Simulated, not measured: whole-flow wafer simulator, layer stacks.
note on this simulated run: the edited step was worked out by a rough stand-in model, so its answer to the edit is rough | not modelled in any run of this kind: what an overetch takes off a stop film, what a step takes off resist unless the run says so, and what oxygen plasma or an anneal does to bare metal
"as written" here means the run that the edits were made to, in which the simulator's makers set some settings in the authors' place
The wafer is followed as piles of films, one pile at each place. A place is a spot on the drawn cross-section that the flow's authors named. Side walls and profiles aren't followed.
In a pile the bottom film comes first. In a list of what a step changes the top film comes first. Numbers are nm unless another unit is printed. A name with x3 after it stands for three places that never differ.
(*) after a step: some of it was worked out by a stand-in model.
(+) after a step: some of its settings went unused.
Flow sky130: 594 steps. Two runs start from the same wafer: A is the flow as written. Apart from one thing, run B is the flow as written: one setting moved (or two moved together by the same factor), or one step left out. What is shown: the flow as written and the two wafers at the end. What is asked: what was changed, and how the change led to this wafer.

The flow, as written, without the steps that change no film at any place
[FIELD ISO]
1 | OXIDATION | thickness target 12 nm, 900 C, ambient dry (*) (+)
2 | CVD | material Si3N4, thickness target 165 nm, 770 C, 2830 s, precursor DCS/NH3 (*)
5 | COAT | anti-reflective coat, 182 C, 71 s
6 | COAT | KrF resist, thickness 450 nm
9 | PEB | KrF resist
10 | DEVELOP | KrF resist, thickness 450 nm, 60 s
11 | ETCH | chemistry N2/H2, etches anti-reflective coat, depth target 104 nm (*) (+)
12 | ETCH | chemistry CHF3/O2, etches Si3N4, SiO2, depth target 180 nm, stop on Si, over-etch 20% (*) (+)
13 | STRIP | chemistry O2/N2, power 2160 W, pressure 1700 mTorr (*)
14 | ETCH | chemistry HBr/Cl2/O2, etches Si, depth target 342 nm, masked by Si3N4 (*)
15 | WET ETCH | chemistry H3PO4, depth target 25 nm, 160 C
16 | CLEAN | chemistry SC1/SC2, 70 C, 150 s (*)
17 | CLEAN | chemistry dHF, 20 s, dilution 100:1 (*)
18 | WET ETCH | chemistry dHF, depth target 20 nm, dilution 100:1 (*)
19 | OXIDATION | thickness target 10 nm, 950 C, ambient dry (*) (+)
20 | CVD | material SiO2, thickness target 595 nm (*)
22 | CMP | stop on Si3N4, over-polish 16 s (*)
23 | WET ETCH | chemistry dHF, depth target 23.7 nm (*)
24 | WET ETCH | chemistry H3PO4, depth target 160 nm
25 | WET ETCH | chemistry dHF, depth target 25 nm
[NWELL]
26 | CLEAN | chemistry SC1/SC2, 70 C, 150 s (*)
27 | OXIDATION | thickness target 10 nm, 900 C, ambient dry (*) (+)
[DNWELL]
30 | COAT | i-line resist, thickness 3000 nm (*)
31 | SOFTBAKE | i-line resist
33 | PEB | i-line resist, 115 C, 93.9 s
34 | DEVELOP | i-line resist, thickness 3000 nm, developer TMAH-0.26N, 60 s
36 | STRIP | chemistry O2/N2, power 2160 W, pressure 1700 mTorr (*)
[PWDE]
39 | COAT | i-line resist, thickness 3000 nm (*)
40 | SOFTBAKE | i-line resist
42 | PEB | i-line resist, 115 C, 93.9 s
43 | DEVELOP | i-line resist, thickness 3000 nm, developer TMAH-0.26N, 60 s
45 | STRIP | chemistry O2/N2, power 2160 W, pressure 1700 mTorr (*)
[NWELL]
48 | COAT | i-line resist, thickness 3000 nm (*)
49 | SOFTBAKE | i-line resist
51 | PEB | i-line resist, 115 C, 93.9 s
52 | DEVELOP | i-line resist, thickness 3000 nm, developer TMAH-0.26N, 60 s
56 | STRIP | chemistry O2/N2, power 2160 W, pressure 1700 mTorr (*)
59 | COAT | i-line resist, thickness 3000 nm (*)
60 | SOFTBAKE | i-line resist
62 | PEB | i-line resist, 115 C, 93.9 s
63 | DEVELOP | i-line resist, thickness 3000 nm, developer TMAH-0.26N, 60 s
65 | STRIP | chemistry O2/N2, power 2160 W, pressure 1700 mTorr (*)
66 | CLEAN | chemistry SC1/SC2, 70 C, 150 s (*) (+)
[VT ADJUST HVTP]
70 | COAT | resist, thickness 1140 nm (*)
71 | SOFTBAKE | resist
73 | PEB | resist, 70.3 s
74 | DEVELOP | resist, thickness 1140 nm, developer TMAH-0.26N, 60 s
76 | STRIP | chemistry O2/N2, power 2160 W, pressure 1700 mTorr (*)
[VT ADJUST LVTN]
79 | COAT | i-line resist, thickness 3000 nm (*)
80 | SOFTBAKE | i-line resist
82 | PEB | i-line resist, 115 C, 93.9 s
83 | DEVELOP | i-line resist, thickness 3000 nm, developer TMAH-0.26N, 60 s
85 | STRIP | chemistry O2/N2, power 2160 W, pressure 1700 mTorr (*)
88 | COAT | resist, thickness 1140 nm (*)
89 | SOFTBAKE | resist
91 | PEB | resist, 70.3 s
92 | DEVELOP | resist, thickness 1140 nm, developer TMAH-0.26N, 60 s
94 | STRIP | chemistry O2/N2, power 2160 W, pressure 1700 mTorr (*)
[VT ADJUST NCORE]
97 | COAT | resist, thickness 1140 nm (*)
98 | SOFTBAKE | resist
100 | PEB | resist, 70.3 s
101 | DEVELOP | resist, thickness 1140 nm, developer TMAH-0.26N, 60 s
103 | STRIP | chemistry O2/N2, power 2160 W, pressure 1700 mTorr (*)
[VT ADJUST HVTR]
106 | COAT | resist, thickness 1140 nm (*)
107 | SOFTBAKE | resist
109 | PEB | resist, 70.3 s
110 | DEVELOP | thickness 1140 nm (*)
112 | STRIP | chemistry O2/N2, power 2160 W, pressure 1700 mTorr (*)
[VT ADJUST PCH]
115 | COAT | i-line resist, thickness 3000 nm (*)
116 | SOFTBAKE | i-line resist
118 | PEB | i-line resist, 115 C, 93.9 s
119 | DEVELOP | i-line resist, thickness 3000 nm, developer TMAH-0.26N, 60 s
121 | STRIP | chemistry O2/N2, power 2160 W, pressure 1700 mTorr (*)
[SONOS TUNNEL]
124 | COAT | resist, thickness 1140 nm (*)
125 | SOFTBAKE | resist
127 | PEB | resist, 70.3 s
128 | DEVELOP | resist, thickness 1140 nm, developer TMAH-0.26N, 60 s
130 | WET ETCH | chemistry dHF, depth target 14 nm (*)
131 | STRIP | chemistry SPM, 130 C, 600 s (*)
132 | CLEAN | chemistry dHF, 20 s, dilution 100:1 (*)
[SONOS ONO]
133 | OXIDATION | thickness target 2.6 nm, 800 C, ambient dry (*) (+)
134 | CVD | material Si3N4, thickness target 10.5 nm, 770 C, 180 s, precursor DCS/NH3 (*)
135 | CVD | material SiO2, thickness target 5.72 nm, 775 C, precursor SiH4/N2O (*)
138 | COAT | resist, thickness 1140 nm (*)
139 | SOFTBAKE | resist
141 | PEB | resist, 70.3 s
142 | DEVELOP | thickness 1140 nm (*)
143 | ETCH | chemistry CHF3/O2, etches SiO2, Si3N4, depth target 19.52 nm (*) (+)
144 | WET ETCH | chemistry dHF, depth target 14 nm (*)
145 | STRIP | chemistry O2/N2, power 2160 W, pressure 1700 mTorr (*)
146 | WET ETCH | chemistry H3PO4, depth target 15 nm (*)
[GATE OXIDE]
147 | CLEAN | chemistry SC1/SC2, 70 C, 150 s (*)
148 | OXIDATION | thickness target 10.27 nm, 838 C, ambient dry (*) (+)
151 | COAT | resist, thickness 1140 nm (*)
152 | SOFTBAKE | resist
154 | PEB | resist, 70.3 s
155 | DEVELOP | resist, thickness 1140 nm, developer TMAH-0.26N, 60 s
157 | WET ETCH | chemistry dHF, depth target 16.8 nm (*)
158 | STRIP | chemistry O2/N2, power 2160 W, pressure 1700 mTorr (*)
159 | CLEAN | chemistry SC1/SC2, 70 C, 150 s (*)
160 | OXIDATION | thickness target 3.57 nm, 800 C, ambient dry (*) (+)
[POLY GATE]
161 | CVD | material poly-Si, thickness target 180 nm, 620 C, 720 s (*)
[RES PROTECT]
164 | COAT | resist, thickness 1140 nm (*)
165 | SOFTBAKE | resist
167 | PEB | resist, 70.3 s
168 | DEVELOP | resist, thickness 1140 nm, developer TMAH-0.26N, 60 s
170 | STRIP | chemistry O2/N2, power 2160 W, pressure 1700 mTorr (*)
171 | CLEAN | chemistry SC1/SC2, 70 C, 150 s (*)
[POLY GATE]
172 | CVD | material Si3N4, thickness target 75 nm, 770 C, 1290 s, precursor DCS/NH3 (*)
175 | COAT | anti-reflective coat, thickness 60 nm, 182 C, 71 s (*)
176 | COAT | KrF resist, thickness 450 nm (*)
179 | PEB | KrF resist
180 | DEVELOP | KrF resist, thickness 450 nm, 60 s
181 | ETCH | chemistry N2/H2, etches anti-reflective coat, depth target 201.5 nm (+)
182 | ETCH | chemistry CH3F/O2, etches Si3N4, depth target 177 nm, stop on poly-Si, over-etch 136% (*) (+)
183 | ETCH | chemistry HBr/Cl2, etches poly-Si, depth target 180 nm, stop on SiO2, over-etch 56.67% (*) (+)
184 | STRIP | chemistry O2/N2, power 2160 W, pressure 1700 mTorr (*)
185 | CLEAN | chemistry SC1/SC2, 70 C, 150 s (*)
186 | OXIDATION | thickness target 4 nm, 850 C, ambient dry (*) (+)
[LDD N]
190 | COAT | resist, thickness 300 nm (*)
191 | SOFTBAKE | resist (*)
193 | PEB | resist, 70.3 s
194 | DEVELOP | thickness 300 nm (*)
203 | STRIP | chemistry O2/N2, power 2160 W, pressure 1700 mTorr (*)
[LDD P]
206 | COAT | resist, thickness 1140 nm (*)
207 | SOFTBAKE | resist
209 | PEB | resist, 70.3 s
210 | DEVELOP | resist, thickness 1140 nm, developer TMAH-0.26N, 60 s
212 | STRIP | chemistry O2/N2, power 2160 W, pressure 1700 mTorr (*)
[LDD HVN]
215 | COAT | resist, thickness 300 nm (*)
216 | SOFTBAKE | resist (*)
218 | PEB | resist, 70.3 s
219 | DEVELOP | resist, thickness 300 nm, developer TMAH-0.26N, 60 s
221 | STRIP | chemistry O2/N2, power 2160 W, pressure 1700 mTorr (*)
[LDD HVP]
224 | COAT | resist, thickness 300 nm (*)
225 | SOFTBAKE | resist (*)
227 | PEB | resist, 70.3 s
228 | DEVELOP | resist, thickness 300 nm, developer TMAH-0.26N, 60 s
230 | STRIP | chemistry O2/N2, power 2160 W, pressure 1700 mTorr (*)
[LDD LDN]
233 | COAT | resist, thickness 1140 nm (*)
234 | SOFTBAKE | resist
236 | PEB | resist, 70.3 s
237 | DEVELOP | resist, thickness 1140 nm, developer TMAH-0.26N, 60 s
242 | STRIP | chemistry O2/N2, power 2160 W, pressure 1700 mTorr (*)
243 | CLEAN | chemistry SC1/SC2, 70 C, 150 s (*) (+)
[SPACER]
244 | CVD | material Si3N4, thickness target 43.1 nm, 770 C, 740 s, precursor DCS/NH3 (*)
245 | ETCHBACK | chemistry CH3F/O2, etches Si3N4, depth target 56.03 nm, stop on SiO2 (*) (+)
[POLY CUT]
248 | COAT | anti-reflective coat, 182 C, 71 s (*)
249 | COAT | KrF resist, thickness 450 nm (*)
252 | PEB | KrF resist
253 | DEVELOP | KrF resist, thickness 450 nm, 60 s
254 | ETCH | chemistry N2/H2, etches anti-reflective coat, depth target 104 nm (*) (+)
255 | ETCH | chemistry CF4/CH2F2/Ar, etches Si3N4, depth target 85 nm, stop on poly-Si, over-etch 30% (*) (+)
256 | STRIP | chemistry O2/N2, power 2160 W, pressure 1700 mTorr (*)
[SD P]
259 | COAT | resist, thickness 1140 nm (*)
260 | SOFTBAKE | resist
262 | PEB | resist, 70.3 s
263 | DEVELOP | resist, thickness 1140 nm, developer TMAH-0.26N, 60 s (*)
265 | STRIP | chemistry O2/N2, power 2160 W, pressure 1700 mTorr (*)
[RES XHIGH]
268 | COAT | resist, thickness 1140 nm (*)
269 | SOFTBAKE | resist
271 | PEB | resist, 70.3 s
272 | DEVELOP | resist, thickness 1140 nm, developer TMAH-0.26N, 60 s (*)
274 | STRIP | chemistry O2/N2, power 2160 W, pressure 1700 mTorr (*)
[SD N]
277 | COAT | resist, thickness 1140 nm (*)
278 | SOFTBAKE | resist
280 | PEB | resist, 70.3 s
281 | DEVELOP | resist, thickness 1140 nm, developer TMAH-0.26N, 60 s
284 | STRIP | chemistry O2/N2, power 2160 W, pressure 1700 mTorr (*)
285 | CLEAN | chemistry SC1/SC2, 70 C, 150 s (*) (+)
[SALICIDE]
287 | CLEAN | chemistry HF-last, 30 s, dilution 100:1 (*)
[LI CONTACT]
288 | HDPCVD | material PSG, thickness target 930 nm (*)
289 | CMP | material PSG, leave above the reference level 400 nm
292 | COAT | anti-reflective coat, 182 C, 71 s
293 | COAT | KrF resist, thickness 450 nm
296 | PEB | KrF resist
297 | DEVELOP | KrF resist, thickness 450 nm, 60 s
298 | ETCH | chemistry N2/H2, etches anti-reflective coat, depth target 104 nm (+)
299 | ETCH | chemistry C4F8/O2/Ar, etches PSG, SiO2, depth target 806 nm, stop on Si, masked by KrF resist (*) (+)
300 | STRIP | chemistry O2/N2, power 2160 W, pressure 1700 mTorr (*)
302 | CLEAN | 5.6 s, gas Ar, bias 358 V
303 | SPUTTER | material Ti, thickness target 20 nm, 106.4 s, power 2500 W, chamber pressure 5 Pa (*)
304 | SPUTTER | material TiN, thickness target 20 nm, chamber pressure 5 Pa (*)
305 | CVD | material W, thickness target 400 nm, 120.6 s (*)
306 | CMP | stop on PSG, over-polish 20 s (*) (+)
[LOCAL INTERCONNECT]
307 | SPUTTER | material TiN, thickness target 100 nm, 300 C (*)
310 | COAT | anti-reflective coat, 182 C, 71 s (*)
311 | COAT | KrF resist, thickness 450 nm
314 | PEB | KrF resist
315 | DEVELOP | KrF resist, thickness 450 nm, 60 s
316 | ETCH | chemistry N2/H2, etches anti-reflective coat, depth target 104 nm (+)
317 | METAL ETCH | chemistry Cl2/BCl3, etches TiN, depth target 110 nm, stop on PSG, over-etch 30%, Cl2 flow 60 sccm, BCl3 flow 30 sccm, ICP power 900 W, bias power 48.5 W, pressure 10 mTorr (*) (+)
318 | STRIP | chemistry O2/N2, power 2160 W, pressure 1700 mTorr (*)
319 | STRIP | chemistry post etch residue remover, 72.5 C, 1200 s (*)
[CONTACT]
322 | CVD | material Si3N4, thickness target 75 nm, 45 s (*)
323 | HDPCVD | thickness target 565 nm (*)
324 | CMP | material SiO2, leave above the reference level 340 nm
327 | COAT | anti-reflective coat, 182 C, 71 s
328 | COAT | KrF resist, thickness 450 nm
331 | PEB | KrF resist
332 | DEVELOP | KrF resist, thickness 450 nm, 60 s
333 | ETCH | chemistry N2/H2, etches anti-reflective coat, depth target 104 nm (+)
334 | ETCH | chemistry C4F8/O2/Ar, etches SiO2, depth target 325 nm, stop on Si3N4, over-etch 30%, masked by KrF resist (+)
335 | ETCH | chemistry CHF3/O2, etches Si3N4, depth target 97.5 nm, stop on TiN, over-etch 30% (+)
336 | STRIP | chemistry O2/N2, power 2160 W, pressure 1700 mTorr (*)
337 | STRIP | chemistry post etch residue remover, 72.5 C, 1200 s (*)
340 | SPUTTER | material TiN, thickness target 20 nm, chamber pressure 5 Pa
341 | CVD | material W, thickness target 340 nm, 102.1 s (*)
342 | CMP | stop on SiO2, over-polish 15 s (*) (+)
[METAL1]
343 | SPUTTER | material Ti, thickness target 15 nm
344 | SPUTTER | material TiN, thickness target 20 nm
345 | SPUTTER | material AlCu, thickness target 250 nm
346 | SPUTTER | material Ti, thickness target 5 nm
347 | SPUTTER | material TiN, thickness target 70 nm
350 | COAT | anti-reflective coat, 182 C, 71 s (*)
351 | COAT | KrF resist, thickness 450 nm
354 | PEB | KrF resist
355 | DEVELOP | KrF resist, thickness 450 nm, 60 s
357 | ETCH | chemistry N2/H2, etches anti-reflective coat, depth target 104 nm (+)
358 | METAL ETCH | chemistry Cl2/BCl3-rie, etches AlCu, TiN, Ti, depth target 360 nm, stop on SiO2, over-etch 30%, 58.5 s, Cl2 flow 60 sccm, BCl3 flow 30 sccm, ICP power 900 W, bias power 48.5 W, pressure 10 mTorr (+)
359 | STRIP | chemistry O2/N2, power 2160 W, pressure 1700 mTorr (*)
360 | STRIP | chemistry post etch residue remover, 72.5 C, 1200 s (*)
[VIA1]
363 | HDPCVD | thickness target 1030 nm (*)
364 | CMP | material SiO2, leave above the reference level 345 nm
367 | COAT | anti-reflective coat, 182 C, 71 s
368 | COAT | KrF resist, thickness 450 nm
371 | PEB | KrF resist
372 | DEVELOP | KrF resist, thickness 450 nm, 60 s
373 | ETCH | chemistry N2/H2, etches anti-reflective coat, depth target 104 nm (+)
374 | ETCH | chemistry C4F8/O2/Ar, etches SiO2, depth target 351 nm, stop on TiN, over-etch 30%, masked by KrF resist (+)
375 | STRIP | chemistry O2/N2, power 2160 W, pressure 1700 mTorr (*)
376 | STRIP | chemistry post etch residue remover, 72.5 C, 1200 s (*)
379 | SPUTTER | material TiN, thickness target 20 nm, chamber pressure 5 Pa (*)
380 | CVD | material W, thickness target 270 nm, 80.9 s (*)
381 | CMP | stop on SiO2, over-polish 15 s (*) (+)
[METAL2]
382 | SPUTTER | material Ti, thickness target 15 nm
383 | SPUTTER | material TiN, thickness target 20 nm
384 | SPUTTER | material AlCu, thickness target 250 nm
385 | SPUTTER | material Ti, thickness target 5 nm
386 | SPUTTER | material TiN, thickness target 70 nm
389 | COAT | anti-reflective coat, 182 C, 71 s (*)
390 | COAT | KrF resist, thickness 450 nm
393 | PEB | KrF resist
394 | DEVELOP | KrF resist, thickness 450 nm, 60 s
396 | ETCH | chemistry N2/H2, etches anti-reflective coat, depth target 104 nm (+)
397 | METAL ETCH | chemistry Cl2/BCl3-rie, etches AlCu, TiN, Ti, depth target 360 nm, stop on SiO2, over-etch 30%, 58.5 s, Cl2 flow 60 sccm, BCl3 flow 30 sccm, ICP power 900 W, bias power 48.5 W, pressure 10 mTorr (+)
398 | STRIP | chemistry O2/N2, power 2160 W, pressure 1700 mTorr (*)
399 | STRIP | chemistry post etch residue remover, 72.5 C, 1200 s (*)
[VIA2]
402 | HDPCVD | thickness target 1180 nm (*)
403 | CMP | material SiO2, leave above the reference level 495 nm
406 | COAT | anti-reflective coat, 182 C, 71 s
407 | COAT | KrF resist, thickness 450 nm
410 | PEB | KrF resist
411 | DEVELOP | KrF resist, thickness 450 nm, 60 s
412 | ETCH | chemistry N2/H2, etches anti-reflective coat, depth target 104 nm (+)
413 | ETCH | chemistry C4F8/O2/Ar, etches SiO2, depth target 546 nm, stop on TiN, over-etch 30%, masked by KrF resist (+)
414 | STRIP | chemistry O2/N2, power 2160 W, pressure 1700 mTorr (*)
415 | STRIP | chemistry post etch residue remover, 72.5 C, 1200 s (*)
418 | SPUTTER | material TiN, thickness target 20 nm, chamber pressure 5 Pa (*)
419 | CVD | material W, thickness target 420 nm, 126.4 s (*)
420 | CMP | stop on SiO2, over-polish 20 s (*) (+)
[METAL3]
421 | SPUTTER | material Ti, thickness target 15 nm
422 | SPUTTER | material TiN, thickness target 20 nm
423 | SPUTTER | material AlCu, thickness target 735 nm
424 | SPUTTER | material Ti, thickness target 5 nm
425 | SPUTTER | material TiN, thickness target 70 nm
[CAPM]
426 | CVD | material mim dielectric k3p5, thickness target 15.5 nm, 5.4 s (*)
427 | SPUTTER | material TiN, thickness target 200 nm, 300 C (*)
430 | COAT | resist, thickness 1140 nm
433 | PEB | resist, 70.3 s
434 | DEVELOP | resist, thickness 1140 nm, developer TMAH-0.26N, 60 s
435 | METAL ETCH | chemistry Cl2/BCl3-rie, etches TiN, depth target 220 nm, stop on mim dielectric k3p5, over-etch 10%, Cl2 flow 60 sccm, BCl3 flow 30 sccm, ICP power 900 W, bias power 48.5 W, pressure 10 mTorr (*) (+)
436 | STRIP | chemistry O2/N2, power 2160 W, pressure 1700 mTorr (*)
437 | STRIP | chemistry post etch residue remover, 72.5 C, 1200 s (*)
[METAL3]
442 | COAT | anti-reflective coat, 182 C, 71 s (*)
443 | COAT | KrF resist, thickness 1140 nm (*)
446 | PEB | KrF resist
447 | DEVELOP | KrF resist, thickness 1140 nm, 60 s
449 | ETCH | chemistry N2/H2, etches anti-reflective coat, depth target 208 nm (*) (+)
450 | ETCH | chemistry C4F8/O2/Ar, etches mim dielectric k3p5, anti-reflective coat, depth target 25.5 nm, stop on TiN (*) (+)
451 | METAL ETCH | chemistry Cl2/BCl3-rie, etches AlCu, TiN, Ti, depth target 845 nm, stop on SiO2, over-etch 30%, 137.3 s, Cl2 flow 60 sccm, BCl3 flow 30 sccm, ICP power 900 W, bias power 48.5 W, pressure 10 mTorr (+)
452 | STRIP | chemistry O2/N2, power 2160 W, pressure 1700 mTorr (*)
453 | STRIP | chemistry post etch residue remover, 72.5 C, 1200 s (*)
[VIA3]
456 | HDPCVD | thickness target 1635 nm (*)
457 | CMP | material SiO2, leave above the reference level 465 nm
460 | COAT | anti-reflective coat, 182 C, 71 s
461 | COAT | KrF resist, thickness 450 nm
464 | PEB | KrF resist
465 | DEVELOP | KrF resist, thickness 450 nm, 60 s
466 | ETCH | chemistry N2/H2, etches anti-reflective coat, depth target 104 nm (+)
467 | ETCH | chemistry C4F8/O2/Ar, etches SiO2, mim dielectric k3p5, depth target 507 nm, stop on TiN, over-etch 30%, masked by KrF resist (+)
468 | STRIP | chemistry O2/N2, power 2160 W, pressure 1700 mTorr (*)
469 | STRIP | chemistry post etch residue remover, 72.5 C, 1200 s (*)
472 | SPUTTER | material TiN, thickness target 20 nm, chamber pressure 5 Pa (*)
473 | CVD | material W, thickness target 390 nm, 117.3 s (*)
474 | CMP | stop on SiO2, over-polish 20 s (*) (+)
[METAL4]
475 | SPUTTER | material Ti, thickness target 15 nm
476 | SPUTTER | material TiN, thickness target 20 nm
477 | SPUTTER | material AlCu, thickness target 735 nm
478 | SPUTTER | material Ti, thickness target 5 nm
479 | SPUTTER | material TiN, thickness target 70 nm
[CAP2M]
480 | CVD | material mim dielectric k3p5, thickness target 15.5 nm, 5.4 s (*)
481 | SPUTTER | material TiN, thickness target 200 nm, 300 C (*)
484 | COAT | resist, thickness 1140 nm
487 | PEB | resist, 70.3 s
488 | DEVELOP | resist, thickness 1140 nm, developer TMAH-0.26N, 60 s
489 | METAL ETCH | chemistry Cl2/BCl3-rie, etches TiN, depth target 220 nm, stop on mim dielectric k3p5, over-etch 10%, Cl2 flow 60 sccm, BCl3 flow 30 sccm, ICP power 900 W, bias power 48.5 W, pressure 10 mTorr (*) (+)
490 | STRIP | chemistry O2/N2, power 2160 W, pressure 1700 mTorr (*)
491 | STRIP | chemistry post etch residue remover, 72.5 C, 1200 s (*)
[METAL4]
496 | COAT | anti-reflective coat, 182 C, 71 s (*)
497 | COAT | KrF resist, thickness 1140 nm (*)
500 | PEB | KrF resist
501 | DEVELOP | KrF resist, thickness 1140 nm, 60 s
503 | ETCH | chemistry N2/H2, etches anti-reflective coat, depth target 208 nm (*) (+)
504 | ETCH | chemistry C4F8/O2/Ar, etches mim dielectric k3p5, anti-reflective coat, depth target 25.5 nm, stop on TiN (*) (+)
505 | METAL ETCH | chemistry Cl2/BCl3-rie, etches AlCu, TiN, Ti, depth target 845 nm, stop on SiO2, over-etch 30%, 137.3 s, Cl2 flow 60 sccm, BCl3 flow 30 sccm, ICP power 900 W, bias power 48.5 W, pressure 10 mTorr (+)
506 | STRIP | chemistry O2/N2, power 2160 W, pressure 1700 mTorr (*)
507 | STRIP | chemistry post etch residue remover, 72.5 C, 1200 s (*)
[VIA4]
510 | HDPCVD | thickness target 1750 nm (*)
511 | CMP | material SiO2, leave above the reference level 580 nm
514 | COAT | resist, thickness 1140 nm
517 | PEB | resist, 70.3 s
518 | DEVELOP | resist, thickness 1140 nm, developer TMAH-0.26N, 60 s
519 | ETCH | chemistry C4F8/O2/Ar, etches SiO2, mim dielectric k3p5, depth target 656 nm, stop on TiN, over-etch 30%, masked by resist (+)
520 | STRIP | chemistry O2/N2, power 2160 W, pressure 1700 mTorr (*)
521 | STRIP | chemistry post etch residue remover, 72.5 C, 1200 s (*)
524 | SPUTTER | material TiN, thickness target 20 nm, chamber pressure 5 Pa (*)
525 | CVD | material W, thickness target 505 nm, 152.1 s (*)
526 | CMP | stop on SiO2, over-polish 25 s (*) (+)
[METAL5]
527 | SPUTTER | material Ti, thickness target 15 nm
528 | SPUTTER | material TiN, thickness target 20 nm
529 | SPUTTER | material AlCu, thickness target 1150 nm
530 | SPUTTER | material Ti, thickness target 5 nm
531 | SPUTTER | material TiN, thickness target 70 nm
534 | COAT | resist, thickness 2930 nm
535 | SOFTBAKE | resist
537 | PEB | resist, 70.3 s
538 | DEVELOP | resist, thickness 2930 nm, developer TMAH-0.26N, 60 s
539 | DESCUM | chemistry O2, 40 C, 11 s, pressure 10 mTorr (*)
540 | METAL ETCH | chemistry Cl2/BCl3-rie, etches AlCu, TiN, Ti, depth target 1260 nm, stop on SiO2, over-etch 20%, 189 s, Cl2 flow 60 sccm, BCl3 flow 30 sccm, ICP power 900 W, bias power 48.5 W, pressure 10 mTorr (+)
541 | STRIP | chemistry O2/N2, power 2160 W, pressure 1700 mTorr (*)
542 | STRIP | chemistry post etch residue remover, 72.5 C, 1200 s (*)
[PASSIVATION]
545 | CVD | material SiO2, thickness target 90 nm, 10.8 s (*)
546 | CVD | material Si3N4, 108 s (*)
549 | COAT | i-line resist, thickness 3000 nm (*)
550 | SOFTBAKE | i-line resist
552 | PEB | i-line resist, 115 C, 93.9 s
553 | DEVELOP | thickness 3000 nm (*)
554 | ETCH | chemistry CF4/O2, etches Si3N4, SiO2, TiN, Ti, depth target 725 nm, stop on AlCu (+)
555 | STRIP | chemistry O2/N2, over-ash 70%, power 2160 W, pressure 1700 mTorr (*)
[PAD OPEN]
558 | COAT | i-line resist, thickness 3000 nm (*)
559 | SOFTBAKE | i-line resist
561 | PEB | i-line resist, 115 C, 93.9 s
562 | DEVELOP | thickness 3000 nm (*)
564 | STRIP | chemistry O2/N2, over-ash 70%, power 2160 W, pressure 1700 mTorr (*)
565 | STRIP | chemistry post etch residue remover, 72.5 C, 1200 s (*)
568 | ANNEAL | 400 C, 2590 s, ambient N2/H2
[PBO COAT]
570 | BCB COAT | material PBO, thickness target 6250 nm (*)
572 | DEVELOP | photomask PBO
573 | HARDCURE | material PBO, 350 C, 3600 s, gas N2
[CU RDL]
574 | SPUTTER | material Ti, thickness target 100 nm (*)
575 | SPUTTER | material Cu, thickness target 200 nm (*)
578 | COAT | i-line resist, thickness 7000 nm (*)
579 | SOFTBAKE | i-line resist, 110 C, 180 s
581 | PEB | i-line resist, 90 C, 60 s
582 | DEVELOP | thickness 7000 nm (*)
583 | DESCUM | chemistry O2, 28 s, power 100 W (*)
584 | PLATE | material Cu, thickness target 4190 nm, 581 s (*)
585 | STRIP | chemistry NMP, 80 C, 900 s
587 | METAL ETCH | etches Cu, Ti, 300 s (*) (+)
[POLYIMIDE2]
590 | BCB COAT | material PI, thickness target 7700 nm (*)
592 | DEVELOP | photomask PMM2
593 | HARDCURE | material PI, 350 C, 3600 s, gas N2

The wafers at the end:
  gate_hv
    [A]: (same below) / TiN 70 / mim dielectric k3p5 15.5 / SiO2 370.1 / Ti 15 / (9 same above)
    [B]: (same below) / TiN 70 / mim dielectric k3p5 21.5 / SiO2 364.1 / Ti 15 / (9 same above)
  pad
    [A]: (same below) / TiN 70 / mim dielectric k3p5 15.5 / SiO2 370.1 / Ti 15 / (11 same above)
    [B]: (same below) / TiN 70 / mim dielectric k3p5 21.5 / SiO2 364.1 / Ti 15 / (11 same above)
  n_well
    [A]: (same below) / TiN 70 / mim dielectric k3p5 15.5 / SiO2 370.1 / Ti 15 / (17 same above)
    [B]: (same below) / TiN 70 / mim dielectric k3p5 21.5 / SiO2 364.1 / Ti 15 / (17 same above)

The reason: step 426, CVD: thickness target 21.5 nm was run, while the flow as written has thickness target 15.5 nm; step 426, CVD: 7.51 s was run, where the flow has 5.4 s.
The wafer lets one read it off: gate_hv has mim dielectric k3p5 21.5, and step 426 as written asks for 15.5 nm.

The path from the change to this, step by step:
  426 | CVD | material mim dielectric k3p5, thickness target 15.5 nm, 5.4 s (*)
      field, active, n_well and 188 more: A +15.5 mim dielectric k3p5 (new film) | B +21.5 mim dielectric k3p5 (new film)
  450 | ETCH | chemistry C4F8/O2/Ar, etches mim dielectric k3p5, anti-reflective coat, depth target 25.5 nm, stop on TiN (*) (+)
      n_well, p_well, gate_hv and 104 more: A -15.5 KrF resist | B -17 KrF resist
      field, active, gate and 82 more: A -15.5 mim dielectric k3p5 (all of it) | B -21.5 mim dielectric k3p5 (all of it)
  467 | ETCH | chemistry C4F8/O2/Ar, etches SiO2, mim dielectric k3p5, depth target 507 nm, stop on TiN, over-etch 30%, masked by KrF resist (+)
      m1: A -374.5 SiO2 (all of it), -15.5 mim dielectric k3p5 (all of it) | B -368.5 SiO2 (all of it), -21.5 mim dielectric k3p5 (all of it)
      via3_hole: A -373.9 SiO2 (all of it), -15.5 mim dielectric k3p5 (all of it) | B -367.9 SiO2 (all of it), -21.5 mim dielectric k3p5 (all of it)
